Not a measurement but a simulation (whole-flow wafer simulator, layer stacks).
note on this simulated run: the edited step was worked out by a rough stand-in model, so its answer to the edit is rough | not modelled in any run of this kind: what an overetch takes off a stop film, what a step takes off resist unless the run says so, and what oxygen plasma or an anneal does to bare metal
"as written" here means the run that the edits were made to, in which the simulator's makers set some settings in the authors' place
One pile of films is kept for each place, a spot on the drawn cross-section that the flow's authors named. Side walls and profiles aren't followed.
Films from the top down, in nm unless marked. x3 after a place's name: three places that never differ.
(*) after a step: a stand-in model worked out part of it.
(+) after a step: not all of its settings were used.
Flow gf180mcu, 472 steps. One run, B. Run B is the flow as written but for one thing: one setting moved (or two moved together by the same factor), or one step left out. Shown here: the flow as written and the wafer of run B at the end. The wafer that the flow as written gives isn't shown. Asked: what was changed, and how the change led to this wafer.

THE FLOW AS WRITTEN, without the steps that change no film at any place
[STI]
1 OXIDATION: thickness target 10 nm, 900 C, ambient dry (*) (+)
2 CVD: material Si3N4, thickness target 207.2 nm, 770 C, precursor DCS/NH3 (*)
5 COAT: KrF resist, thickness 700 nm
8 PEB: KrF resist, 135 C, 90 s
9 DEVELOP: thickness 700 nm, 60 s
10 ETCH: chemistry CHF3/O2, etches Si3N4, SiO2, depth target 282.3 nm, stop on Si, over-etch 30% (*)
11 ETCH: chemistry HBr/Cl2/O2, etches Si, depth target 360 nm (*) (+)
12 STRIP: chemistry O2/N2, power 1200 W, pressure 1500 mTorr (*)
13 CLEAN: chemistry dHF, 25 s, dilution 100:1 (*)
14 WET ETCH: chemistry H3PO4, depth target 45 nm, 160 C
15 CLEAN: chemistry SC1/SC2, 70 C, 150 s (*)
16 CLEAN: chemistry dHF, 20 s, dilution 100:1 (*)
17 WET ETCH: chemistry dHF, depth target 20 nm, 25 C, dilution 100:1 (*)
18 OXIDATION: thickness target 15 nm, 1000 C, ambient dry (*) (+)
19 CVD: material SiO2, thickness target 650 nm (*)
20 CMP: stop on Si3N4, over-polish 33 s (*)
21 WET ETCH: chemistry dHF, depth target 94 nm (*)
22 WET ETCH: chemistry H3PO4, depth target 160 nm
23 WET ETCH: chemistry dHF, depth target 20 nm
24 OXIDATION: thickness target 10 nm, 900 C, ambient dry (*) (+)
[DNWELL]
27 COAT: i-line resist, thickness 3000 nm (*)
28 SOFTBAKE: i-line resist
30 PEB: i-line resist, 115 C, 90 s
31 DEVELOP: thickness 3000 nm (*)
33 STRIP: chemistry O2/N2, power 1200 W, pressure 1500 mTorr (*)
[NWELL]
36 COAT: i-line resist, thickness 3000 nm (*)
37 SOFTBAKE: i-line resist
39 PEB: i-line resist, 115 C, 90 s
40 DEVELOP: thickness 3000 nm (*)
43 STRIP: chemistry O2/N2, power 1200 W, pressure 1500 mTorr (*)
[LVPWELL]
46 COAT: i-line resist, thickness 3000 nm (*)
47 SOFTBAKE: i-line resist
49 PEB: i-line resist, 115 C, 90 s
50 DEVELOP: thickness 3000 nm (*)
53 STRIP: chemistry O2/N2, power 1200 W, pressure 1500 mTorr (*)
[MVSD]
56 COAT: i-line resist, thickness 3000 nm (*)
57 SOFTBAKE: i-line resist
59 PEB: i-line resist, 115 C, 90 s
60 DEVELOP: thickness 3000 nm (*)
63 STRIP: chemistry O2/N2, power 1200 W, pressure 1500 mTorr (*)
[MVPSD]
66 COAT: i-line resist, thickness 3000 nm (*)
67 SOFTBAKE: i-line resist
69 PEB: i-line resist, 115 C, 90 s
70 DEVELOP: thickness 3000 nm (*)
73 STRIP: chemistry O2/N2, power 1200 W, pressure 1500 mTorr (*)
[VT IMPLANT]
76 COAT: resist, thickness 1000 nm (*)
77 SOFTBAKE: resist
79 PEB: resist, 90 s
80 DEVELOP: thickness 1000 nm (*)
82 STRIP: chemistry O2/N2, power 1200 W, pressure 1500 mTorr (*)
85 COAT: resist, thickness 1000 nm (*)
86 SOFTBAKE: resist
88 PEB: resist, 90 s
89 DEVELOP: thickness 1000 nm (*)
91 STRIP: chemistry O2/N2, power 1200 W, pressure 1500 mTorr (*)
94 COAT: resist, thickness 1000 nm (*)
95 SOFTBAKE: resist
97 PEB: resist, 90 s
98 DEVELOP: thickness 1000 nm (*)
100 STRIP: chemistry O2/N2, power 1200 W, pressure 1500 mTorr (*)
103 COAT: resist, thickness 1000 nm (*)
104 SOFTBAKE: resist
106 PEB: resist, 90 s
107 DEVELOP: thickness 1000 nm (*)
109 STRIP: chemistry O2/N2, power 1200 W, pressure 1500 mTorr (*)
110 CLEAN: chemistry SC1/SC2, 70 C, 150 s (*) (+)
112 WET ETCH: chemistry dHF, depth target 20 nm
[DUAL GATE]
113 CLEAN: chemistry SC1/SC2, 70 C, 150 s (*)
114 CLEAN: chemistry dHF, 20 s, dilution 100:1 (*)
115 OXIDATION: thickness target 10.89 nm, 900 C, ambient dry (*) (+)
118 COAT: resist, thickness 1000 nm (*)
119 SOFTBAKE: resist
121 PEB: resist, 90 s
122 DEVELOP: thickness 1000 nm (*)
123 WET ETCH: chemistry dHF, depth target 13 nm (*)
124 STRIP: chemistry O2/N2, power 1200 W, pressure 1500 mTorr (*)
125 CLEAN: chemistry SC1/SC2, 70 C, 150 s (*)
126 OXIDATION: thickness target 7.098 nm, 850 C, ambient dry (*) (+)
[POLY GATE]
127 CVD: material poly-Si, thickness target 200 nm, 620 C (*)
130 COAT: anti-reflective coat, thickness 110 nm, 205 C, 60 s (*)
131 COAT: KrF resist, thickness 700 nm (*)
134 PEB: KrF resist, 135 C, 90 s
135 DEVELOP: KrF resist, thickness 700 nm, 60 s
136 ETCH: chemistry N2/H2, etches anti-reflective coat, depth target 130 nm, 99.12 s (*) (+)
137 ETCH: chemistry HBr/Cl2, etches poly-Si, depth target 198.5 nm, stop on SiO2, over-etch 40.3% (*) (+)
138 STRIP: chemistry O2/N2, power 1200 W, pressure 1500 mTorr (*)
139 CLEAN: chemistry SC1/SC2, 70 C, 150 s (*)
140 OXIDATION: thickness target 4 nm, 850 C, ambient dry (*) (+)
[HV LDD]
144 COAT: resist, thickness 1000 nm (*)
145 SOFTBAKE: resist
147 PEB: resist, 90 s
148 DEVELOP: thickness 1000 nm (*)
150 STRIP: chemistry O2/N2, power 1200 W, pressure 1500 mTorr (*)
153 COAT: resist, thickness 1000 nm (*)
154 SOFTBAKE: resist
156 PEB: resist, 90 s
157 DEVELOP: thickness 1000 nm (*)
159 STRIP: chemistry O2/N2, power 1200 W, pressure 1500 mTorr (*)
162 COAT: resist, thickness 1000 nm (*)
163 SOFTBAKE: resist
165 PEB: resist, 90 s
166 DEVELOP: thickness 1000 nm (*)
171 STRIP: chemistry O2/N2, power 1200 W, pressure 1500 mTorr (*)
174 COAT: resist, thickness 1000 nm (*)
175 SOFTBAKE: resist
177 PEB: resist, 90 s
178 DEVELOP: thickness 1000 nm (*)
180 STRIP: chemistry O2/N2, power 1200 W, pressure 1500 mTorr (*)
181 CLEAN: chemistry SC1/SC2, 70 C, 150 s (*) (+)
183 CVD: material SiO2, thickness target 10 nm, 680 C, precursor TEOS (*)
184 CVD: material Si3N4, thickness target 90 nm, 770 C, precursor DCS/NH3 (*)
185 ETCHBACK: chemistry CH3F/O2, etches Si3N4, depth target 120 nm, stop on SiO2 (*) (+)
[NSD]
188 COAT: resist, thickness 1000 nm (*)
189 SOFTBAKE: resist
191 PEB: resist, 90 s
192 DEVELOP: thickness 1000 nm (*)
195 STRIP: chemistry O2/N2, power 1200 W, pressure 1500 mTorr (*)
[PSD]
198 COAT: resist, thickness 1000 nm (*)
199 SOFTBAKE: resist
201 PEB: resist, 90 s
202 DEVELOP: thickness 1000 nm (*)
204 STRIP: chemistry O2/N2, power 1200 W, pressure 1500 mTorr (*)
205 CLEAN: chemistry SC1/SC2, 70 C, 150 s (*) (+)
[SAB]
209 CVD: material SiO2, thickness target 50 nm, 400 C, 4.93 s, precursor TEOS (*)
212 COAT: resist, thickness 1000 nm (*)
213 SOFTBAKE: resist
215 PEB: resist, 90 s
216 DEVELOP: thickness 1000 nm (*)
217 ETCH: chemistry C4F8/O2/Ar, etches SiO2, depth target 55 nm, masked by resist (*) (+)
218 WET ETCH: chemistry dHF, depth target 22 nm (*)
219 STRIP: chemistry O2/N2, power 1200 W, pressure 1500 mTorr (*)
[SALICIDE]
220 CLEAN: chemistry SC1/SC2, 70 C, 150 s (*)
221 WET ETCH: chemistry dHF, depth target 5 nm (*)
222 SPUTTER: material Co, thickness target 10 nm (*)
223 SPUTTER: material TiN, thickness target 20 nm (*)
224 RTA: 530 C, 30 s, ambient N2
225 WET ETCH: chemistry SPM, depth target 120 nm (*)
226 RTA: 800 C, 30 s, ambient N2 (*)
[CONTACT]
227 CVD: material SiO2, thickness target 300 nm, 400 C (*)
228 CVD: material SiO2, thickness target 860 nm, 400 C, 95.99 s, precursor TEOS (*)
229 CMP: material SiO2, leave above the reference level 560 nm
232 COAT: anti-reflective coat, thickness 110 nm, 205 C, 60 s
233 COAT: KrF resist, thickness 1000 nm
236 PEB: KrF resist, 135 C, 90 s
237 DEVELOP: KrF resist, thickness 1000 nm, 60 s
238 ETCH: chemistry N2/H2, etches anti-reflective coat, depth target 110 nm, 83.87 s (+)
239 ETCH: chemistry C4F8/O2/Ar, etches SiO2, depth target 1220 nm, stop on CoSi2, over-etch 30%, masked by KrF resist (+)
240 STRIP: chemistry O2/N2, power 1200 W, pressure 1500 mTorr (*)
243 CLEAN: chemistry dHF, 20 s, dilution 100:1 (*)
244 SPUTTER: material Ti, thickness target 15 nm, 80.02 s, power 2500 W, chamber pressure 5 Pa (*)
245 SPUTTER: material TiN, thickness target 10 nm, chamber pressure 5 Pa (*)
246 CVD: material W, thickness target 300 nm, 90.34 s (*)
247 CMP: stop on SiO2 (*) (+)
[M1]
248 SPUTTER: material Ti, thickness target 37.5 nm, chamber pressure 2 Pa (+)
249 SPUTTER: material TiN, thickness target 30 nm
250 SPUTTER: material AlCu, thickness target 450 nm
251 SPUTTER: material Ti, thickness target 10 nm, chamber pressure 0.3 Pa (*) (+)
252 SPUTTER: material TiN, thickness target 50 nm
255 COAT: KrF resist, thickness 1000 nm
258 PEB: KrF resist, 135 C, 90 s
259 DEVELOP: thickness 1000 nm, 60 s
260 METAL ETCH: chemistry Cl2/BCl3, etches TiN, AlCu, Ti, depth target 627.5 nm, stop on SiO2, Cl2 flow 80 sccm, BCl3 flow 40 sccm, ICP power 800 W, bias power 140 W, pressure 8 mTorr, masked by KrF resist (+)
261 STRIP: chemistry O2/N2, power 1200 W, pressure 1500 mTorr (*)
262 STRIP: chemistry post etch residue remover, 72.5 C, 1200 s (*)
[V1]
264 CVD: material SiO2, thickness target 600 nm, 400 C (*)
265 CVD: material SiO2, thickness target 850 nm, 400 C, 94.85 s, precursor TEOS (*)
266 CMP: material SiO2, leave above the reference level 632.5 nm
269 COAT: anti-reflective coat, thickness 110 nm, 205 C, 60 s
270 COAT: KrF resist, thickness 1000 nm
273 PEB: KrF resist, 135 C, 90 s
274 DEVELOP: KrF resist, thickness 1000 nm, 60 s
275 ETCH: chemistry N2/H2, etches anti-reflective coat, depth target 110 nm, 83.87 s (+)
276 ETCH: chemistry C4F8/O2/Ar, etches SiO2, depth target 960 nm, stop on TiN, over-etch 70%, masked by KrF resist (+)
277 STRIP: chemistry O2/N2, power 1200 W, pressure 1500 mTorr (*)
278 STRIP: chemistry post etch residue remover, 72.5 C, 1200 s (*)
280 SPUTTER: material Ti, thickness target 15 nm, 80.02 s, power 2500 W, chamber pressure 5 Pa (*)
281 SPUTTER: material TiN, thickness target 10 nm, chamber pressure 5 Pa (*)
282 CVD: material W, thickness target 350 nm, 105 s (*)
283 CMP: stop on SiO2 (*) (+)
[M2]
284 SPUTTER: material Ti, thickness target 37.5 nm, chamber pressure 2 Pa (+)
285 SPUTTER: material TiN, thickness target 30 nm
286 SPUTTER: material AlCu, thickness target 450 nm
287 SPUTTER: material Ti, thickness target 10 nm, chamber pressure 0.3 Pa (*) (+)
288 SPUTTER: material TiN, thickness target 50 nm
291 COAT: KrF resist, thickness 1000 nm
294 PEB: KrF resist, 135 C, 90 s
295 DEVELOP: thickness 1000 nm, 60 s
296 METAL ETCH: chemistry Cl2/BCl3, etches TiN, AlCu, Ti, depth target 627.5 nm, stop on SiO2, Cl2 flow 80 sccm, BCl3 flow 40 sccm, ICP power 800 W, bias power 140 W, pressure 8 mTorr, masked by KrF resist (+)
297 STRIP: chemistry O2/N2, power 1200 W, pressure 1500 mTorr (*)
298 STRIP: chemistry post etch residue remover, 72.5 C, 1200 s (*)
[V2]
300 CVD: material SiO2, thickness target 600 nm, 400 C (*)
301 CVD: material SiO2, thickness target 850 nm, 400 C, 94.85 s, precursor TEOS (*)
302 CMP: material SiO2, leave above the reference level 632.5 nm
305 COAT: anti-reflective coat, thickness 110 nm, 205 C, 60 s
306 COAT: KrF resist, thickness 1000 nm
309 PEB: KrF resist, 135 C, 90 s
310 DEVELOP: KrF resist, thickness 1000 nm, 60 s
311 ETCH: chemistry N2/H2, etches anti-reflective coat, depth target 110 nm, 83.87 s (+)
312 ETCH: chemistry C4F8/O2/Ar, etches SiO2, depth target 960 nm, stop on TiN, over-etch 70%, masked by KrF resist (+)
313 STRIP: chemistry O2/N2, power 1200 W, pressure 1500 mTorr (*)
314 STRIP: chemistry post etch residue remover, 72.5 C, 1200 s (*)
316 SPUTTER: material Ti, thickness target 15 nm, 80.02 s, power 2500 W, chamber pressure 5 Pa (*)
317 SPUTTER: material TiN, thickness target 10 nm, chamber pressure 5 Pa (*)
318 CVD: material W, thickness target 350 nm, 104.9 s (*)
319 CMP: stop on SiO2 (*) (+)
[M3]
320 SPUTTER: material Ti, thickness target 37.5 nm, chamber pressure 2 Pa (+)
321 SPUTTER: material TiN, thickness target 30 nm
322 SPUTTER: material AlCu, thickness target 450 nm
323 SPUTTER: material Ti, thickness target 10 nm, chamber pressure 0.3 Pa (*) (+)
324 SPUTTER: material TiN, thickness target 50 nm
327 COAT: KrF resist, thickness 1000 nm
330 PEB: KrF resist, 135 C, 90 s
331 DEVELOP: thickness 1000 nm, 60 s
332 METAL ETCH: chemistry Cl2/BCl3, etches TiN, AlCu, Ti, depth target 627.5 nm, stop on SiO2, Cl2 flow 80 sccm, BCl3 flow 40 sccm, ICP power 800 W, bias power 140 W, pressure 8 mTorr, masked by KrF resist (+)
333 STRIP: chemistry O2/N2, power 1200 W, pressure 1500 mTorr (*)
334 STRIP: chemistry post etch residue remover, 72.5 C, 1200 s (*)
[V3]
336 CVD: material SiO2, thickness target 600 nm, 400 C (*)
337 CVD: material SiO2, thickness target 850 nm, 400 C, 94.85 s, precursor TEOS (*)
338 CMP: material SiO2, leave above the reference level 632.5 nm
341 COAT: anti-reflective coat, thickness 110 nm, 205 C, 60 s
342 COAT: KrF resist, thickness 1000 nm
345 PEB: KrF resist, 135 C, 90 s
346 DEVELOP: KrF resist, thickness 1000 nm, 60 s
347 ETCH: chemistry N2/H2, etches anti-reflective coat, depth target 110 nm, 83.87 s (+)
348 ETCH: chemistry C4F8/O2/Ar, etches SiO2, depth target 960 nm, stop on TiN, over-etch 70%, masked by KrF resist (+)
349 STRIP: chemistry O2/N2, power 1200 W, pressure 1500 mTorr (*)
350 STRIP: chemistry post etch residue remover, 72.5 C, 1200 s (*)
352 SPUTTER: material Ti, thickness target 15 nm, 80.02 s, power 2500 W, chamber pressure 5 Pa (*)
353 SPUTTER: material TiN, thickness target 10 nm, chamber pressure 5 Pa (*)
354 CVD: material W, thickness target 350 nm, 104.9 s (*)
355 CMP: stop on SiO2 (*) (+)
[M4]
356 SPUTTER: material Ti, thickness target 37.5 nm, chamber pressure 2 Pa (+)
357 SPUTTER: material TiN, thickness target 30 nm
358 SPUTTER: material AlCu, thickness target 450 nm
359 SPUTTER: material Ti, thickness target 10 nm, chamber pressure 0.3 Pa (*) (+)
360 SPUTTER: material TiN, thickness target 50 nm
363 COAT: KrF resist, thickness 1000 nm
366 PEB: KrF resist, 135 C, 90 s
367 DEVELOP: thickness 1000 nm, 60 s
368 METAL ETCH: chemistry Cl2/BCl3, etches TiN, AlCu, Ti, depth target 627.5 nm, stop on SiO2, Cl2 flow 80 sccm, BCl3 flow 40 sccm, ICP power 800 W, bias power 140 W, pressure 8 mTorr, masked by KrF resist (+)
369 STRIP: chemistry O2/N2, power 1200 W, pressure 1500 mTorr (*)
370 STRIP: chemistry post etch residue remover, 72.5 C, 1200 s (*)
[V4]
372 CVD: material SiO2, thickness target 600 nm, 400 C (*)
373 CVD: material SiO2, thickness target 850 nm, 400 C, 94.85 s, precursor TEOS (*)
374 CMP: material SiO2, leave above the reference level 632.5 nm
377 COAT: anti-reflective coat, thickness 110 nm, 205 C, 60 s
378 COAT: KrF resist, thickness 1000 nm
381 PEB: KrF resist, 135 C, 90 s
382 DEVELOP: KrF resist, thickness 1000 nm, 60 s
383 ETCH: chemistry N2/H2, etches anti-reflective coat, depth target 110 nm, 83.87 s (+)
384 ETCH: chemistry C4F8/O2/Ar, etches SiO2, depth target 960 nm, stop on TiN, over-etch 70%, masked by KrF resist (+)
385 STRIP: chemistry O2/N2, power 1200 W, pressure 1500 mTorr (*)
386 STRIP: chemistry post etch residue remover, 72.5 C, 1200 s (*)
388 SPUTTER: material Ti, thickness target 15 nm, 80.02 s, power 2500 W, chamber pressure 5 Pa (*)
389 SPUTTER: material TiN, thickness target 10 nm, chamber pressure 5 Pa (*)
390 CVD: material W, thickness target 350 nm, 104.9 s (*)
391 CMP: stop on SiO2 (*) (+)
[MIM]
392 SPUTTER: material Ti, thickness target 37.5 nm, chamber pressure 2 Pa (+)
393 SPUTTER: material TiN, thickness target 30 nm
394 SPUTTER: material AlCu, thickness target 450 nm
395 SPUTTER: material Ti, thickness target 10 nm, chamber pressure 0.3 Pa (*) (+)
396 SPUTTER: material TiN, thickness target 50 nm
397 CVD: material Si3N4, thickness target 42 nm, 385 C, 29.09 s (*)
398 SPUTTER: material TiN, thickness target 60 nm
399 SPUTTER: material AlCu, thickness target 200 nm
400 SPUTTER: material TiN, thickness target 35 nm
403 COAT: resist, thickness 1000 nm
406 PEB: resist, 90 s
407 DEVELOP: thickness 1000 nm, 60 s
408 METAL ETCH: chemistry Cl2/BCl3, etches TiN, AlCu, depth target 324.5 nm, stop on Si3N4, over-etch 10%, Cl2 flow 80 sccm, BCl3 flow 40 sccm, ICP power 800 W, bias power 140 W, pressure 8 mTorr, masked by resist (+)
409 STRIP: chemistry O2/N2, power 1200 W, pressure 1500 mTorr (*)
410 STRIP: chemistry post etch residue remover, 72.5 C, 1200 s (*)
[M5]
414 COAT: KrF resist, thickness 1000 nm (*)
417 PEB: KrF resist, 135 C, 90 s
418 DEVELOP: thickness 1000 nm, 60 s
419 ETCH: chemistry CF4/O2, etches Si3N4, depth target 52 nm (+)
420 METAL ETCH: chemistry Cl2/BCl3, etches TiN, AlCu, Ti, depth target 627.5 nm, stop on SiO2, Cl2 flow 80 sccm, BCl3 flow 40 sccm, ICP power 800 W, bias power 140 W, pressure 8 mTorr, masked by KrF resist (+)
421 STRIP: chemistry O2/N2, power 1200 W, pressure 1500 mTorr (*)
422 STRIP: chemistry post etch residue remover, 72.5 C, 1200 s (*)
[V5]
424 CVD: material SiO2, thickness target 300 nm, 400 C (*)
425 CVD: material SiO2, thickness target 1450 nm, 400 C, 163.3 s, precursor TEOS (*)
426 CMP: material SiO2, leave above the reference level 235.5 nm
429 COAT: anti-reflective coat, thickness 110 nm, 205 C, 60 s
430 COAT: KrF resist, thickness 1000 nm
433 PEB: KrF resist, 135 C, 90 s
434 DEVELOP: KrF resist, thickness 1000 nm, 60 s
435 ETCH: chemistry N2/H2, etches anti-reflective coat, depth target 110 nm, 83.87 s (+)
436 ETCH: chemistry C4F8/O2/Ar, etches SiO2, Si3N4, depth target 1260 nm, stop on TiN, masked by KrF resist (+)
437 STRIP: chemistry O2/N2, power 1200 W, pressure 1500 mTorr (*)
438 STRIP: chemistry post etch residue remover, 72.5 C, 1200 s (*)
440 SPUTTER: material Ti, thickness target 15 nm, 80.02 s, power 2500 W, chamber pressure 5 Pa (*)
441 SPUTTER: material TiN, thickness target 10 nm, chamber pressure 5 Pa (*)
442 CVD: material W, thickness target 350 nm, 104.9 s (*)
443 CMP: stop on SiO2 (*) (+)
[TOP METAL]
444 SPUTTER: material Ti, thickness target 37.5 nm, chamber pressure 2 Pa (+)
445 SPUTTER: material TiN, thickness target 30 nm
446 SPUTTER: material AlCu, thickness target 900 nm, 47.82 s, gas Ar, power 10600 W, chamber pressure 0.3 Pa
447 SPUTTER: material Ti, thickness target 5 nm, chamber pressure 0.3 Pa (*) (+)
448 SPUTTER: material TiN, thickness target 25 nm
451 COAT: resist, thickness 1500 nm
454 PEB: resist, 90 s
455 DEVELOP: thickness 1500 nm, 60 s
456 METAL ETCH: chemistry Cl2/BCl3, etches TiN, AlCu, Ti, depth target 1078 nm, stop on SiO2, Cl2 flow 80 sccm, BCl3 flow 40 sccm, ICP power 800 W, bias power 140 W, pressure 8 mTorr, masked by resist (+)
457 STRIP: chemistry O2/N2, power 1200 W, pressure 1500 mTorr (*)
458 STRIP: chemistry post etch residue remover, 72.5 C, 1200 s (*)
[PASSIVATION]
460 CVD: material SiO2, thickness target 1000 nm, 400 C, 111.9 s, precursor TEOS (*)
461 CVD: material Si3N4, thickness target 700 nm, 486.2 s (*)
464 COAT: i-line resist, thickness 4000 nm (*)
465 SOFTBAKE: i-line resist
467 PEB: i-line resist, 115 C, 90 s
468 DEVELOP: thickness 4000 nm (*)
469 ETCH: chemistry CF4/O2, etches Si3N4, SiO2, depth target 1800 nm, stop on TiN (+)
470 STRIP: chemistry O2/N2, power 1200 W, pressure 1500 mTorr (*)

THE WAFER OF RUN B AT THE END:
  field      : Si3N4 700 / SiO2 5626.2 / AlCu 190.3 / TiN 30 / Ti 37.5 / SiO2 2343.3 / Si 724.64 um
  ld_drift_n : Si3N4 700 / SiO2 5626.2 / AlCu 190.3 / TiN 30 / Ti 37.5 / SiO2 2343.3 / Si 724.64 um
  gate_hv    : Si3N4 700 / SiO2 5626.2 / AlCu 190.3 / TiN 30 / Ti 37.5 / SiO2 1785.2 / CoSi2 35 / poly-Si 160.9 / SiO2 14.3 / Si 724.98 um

The cause: step 281, SPUTTER: thickness target 5 nm was run, where the flow has thickness target 10 nm; step 296, METAL ETCH: depth target 314 nm was run, where the flow has depth target 627.5 nm.

How the change led to this, step by step:
  281 SPUTTER: material TiN, thickness target 10 nm, chamber pressure 5 Pa (*)
      field, field__w1, field__w2 and 107 more: TiN +5 (new film) (as written it would be: TiN +10 (new film))
      contact: TiN +3.21 (new film) (as written it would be: TiN +6.4 (new film))
  283 CMP: stop on SiO2 (*) (+)
      field, field__w1, field__w2 and 107 more: W -350 (all of it), TiN -5 (all of it), Ti -15 (all of it), SiO2 -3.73 (as written it would be: W -350 (all of it), TiN -10 (all of it), Ti -15 (all of it), SiO2 -3.78)
  296 METAL ETCH: chemistry Cl2/BCl3, etches TiN, AlCu, Ti, depth target 627.5 nm, stop on SiO2, Cl2 flow 80 sccm, BCl3 flow 40 sccm, ICP power 800 W, bias power 140 W, pressure 8 mTorr, masked by KrF resist (+)
      field, field__w1, field__w2 and 103 more: TiN -50 (all of it), Ti -10 (all of it), AlCu -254 (as written it would be: TiN -50 (all of it), Ti -10 (all of it), AlCu -450 (all of it), TiN -30 (all of it), Ti -37.5 (all of it))
      field__w8, contact, m1, m1__w1, m1_nw: KrF resist -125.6 (as written it would be: KrF resist -251)
  297 STRIP: chemistry O2/N2, power 1200 W, pressure 1500 mTorr (*)
      field__w8, contact, m1, m1__w1, m1_nw: KrF resist -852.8 (all of it) (as written it would be: KrF resist -727.4 (all of it))
  298 STRIP: chemistry post etch residue remover, 72.5 C, 1200 s (*)
      field, field__w1, field__w2 and 103 more: AlCu -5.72 (as written it would be: nothing)
  300 CVD: material SiO2, thickness target 600 nm, 400 C (*)
      field, field__w1, field__w2 and 103 more: SiO2 +600 (new film) (as written it would be: SiO2 +600)
  302 CMP: material SiO2, leave above the reference level 632.5 nm
      field, field__w1, field__w2 and 103 more: SiO2 -557.8 (as written it would be: SiO2 -300)
Counting metal films that touch as one body, field has 1 body; the flow as written gives 0 bodies.
Counting metal films that touch as one body, ld_drift_n has 1 body; the flow as written gives 0 bodies.
Counting metal films that touch as one body, gate_hv has 2 bodies (between them, from the top down: SiO2 1785.2); the flow as written gives 1 body.
